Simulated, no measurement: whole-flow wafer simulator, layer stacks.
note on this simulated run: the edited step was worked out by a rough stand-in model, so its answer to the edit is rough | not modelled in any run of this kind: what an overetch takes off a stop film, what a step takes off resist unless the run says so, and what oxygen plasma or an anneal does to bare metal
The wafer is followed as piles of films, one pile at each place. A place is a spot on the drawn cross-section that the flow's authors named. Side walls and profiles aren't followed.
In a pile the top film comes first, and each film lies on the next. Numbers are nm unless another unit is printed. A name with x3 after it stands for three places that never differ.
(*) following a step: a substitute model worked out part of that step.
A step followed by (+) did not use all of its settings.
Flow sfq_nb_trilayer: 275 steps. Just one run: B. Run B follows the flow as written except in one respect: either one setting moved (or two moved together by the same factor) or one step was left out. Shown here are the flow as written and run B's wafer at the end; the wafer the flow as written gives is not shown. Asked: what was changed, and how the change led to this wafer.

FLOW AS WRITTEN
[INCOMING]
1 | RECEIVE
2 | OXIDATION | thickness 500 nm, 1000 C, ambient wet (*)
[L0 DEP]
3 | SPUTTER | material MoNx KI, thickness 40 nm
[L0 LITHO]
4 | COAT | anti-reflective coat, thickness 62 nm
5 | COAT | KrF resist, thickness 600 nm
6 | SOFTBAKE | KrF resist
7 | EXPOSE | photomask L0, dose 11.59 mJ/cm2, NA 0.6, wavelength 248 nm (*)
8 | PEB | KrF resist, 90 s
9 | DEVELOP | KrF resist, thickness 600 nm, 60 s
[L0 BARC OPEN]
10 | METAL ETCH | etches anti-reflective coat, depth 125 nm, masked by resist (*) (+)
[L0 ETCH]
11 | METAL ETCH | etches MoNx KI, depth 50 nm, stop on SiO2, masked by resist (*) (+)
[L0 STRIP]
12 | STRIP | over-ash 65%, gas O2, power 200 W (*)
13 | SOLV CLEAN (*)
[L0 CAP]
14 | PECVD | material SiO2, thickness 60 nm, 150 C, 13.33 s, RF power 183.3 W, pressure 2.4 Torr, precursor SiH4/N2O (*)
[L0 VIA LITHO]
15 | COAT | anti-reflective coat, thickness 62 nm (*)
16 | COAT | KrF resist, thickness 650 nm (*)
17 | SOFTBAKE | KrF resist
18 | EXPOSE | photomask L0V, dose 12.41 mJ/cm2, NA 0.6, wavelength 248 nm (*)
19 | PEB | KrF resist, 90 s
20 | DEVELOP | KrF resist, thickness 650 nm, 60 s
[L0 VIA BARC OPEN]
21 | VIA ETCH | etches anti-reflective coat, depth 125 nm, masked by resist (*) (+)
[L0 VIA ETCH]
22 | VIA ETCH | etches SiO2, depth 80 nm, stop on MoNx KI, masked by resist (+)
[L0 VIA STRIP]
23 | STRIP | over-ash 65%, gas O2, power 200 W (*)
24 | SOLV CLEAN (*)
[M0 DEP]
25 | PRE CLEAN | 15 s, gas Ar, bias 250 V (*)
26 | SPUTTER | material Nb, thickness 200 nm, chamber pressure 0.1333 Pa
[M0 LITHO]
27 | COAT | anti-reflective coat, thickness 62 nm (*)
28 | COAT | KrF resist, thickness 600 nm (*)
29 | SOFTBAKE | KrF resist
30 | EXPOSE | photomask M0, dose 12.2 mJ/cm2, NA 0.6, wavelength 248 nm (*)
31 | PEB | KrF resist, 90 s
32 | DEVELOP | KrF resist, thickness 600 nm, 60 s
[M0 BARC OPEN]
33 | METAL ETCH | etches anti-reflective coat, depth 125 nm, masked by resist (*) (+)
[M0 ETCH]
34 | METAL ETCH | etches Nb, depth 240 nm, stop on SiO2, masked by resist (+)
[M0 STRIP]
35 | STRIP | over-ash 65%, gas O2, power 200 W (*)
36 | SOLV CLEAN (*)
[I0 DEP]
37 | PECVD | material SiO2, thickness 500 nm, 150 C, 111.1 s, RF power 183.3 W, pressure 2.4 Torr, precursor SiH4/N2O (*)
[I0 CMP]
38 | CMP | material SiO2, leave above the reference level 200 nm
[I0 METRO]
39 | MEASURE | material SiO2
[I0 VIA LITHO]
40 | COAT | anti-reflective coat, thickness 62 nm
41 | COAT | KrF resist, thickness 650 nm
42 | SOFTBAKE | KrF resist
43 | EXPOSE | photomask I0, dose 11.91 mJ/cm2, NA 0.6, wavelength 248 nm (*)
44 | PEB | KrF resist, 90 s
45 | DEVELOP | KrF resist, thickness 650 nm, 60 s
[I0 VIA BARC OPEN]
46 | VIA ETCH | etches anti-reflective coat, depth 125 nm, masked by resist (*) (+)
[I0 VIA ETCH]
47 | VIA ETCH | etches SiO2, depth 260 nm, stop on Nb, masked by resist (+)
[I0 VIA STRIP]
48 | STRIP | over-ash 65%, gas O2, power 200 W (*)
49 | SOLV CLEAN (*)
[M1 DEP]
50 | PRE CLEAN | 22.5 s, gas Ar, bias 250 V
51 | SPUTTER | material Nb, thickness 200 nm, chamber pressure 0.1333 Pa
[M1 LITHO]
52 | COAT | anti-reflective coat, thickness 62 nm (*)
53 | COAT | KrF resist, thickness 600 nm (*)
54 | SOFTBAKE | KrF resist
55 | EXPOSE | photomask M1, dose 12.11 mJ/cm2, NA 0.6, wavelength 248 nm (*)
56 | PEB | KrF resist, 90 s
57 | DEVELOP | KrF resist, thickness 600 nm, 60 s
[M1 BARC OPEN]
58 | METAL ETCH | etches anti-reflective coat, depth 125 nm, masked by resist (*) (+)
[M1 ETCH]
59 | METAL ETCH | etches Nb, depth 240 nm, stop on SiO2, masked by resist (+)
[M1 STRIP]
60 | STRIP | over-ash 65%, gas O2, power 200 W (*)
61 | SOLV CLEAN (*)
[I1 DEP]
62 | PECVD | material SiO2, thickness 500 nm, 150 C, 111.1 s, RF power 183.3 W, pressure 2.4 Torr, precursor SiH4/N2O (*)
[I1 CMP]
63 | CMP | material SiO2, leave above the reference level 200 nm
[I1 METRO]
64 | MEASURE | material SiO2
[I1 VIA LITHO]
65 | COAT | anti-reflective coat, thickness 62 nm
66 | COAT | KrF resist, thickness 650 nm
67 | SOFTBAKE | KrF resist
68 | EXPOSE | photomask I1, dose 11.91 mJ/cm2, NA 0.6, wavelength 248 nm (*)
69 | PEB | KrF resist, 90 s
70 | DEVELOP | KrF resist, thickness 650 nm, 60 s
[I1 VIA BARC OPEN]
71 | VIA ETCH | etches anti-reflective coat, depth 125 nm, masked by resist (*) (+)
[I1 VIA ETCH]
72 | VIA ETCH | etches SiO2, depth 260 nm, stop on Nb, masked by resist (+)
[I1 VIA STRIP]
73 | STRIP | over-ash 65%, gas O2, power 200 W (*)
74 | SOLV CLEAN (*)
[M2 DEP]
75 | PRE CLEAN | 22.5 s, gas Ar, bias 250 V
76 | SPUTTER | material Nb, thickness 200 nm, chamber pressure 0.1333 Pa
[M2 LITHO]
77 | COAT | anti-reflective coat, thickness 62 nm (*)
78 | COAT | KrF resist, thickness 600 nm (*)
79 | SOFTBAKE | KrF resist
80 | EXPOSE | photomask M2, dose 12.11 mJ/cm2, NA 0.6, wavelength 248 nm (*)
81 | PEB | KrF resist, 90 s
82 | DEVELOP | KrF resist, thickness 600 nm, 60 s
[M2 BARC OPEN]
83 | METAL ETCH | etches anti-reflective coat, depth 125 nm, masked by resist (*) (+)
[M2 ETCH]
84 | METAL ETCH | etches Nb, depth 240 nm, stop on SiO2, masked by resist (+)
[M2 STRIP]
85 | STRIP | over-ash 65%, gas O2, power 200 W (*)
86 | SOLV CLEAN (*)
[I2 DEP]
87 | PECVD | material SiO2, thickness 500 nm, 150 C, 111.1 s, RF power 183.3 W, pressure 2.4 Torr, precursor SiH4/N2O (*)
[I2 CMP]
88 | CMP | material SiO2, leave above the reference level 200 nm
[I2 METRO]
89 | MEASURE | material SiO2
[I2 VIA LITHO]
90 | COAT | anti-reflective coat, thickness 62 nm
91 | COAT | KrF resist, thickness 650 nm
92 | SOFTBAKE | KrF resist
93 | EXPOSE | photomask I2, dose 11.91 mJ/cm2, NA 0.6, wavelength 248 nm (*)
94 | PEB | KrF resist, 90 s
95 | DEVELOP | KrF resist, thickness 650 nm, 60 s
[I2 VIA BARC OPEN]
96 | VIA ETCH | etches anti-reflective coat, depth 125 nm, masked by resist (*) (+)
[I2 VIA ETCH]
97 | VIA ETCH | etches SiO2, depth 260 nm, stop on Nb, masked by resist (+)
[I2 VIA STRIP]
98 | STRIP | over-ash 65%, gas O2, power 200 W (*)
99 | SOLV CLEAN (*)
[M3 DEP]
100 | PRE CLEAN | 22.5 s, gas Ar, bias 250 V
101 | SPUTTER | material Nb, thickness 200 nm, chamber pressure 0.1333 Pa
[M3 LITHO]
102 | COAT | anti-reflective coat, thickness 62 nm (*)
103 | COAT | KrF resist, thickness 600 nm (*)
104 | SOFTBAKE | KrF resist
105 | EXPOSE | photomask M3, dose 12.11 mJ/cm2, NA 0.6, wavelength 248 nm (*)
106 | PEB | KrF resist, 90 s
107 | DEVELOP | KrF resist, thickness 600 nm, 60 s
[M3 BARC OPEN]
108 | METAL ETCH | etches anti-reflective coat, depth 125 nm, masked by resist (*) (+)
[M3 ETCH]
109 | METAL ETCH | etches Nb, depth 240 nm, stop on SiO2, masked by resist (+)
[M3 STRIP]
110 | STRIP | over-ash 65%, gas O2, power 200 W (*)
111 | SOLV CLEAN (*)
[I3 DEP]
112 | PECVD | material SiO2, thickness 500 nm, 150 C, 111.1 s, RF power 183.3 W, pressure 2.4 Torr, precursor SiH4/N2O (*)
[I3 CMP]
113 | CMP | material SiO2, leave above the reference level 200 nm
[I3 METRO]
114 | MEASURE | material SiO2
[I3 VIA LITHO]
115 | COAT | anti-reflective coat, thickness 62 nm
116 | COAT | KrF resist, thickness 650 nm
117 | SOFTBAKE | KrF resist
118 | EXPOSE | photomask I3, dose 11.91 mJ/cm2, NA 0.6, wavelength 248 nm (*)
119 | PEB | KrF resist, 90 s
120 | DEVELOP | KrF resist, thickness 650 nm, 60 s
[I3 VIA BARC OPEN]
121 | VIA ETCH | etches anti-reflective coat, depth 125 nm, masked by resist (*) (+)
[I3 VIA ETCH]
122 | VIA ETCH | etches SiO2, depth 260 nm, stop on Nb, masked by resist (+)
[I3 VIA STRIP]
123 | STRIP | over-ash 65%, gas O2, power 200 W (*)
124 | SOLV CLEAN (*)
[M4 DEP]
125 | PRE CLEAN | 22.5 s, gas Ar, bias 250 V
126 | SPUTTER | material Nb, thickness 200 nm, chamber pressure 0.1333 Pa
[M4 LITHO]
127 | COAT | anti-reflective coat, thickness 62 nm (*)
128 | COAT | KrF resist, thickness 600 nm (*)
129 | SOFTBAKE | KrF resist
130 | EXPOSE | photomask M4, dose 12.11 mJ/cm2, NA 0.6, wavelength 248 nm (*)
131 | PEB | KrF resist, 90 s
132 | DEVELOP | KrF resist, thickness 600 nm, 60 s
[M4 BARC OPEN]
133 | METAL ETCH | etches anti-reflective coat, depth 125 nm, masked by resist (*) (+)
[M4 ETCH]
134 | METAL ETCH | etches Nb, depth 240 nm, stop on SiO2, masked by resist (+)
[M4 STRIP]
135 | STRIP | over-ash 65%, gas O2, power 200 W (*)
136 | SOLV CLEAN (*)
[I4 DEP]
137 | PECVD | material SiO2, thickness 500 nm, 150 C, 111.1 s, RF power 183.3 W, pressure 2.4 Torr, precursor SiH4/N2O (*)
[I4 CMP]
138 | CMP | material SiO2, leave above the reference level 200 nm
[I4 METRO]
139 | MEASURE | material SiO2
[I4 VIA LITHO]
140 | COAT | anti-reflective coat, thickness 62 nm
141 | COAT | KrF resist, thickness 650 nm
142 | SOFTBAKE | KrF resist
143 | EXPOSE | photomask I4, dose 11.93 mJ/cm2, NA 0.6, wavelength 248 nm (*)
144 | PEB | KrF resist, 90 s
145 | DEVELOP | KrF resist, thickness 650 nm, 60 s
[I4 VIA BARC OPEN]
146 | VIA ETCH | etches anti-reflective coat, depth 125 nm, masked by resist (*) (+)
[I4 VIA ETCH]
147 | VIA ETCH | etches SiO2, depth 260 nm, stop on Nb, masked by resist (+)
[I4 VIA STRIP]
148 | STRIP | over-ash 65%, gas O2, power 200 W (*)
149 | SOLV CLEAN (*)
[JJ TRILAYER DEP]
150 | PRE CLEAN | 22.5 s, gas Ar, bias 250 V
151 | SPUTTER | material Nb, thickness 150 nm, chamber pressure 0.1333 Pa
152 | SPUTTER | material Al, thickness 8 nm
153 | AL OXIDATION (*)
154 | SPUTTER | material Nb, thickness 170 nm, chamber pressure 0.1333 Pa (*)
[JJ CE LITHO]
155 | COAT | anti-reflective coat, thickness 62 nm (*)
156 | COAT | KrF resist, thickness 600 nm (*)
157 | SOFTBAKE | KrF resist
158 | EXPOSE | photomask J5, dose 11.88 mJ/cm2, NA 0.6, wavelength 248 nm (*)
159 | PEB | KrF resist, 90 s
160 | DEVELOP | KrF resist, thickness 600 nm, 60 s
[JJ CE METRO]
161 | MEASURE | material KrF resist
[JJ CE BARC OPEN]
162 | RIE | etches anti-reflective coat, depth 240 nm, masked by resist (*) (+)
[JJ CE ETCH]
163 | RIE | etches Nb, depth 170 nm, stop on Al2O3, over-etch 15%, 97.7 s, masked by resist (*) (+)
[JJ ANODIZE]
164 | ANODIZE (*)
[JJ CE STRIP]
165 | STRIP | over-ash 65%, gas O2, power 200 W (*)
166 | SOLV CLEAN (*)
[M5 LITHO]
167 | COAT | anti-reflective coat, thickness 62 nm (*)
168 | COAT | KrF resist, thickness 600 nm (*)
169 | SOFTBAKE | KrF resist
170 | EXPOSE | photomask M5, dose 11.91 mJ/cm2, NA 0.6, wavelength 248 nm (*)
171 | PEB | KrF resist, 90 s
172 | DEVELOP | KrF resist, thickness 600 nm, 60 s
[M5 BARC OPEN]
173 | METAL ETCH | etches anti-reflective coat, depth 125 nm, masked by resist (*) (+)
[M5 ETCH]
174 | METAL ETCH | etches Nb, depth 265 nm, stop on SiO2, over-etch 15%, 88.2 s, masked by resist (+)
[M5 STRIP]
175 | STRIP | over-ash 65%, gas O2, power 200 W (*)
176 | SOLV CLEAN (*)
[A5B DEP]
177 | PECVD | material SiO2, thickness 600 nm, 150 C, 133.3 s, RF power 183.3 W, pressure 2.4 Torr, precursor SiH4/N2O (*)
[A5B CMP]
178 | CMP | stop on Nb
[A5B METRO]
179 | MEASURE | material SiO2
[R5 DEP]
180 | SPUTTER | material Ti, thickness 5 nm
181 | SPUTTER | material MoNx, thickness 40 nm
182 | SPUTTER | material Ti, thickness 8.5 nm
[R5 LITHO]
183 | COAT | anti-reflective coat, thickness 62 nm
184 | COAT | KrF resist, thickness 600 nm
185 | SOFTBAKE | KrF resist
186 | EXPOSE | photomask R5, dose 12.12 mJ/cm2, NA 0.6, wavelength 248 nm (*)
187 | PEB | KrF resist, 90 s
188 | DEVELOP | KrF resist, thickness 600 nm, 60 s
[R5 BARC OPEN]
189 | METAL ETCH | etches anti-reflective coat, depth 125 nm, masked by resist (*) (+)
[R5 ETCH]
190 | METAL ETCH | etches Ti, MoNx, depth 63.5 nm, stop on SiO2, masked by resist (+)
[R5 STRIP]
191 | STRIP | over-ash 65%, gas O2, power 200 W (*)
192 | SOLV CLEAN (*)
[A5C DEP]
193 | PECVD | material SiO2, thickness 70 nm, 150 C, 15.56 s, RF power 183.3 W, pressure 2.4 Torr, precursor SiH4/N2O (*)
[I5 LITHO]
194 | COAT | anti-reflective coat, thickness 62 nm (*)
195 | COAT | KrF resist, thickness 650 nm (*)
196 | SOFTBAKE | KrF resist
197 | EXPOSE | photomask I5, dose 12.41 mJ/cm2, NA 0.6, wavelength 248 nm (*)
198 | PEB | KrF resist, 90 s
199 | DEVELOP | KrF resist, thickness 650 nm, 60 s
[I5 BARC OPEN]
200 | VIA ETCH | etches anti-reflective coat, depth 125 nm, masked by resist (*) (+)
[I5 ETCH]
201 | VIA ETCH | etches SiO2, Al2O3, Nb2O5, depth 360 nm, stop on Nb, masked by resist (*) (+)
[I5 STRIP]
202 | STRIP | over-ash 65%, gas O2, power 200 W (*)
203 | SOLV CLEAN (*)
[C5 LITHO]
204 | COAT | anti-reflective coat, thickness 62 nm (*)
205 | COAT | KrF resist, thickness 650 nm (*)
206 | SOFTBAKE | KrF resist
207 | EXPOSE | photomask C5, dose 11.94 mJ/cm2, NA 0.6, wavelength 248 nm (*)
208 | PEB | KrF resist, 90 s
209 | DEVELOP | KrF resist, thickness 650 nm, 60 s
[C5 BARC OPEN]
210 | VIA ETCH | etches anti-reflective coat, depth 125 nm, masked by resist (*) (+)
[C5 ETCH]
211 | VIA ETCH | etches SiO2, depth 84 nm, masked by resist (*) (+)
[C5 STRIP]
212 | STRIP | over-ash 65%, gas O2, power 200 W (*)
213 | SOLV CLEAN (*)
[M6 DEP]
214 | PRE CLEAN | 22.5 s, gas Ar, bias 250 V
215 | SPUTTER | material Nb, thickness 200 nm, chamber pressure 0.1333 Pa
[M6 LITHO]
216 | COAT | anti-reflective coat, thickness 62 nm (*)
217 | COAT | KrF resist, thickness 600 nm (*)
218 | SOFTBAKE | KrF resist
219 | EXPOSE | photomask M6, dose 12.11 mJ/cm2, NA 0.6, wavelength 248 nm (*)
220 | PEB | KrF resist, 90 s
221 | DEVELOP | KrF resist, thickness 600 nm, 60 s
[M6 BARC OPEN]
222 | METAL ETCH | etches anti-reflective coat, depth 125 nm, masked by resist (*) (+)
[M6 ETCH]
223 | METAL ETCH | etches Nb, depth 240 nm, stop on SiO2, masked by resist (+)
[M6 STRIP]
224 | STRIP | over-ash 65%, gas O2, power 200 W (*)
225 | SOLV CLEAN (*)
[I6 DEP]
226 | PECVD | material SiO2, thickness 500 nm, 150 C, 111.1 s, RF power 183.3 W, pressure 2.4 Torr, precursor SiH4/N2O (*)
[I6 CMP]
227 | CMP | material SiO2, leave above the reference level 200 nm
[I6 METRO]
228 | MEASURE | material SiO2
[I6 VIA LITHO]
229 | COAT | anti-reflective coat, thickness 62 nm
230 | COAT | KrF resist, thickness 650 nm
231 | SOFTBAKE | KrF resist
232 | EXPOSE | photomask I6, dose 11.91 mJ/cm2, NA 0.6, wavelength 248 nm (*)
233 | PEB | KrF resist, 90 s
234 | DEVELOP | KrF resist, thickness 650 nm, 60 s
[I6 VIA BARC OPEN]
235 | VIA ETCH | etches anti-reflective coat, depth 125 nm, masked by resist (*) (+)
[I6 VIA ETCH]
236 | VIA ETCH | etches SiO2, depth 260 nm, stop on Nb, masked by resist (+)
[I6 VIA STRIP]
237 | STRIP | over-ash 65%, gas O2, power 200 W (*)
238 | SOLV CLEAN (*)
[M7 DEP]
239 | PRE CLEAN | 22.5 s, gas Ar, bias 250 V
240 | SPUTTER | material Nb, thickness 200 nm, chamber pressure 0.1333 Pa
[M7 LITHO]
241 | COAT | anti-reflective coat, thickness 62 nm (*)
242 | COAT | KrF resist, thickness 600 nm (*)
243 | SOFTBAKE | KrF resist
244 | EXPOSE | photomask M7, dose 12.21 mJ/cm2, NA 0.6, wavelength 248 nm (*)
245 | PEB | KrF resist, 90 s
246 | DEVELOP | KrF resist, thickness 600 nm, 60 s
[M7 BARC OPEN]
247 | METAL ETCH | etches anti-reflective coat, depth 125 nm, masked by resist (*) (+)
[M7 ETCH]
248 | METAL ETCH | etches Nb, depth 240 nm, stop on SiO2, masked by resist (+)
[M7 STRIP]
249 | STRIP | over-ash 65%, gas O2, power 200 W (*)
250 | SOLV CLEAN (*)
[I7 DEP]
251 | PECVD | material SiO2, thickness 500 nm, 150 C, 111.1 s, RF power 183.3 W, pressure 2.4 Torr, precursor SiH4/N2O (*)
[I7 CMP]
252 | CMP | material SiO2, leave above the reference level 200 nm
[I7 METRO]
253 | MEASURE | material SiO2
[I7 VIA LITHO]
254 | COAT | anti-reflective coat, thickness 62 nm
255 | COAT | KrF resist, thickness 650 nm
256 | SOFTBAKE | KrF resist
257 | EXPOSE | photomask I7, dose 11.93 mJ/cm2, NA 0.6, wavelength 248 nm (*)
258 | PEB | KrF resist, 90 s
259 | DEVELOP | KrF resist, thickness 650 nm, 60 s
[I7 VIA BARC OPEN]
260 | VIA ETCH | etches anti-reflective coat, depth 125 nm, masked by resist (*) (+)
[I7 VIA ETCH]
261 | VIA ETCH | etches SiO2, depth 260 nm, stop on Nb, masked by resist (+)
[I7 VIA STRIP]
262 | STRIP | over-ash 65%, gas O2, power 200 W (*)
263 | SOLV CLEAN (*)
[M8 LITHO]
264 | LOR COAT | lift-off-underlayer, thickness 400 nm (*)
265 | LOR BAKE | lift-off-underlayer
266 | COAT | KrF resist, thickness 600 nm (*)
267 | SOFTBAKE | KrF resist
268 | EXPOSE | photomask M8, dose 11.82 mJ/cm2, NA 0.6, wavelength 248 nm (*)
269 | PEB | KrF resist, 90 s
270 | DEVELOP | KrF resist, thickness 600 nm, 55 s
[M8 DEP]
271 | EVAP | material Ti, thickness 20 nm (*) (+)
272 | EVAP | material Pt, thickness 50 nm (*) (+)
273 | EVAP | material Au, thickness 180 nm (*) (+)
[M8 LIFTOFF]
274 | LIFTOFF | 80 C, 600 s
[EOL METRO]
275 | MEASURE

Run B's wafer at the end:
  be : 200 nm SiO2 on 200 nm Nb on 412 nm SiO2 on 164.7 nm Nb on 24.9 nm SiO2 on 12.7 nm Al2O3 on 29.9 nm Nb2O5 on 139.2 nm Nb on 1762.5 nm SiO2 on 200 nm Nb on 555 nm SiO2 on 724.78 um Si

What caused this: step 201, VIA ETCH: depth 184 nm was run, though the flow has depth 360 nm.

How this came from the change, step by step:
  201 | VIA ETCH | etches SiO2, Al2O3, Nb2O5, depth 360 nm, stop on Nb, masked by resist (*) (+)
      be: -184 SiO2 (as written it would have been: -216.4 SiO2 (all of it), -12.7 Al2O3 (all of it), -29.9 Nb2O5 (all of it))
      field_l, v_sur, via_wl and 102 more: -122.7 KrF resist (as written it would have been: -240 KrF resist)
  202 | STRIP | over-ash 65%, gas O2, power 200 W (*)
      p4_fl, p4_fm, p4_w1 and 44 more: -450.5 KrF resist (all of it), -62 anti-reflective coat (all of it) (as written it would have been: -333.1 KrF resist (all of it), -62 anti-reflective coat (all of it))
      wl_b_sl, wl_b_m5, wl_b_sr, wl_c_sl, wl_f_sl, wl_f_m6, wl_f_sr, wl_g_sl: -450.3 KrF resist (all of it), -62 anti-reflective coat (all of it) (as written it would have been: -333 KrF resist (all of it), -62 anti-reflective coat (all of it))
      (also at 50 further places)
  204 | COAT | anti-reflective coat, thickness 62 nm (*)
      wire: +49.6 anti-reflective coat (new film) (as written it would have been: +47.4 anti-reflective coat (new film))
      be: +111.1 anti-reflective coat (new film) (as written it would have been: +122.2 anti-reflective coat (new film))
      (also at 1 further place)
  205 | COAT | KrF resist, thickness 650 nm (*)
      be: +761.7 KrF resist (new film) (as written it would have been: +815.3 KrF resist (new film))
  212 | STRIP | over-ash 65%, gas O2, power 200 W (*)
      wire: -560 KrF resist (all of it), -49.6 anti-reflective coat (all of it) (as written it would have been: -555.8 KrF resist (all of it), -47.4 anti-reflective coat (all of it))
      be: -674.5 KrF resist (all of it), -111.1 anti-reflective coat (all of it) (as written it would have been: -728.2 KrF resist (all of it), -122.2 anti-reflective coat (all of it))
      (also at 1 further place)
  214 | PRE CLEAN | 22.5 s, gas Ar, bias 250 V
      be: -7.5 SiO2 (as written it would have been: -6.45 Nb)
  215 | SPUTTER | material Nb, thickness 200 nm, chamber pressure 0.1333 Pa
      be: +164.7 Nb (new film) (as written it would have been: +147.3 Nb)
  216 | COAT | anti-reflective coat, thickness 62 nm (*)
      wire: +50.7 anti-reflective coat (new film) (as written it would have been: +48.3 anti-reflective coat (new film))
      be: +122.2 anti-reflective coat (new film) (as written it would have been: +136.7 anti-reflective coat (new film))
      (also at 1 further place)
  217 | COAT | KrF resist, thickness 600 nm (*)
      be: +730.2 KrF resist (new film) (as written it would have been: +793.9 KrF resist (new film))
  224 | STRIP | over-ash 65%, gas O2, power 200 W (*)
      wire: -375.3 KrF resist (all of it), -50.7 anti-reflective coat (all of it) (as written it would have been: -369.8 KrF resist (all of it), -48.3 anti-reflective coat (all of it))
      be: -512.2 KrF resist (all of it), -122.2 anti-reflective coat (all of it) (as written it would have been: -575.8 KrF resist (all of it), -136.7 anti-reflective coat (all of it))
      (also at 1 further place)
  226 | PECVD | material SiO2, thickness 500 nm, 150 C, 111.1 s, RF power 183.3 W, pressure 2.4 Torr, precursor SiH4/N2O (*)
      be: +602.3 SiO2 (new film) (as written it would have been: +693.5 SiO2 (new film))
Taking metal films that touch as one body, be has 4 bodies (between them, from the top down: SiO2 412; SiO2 24.9 / Al2O3 12.7 / Nb2O5 29.9; SiO2 1762.5); the flow as written gives 3 bodies (between them, from the top down: SiO2 503.2; SiO2 1762.5).
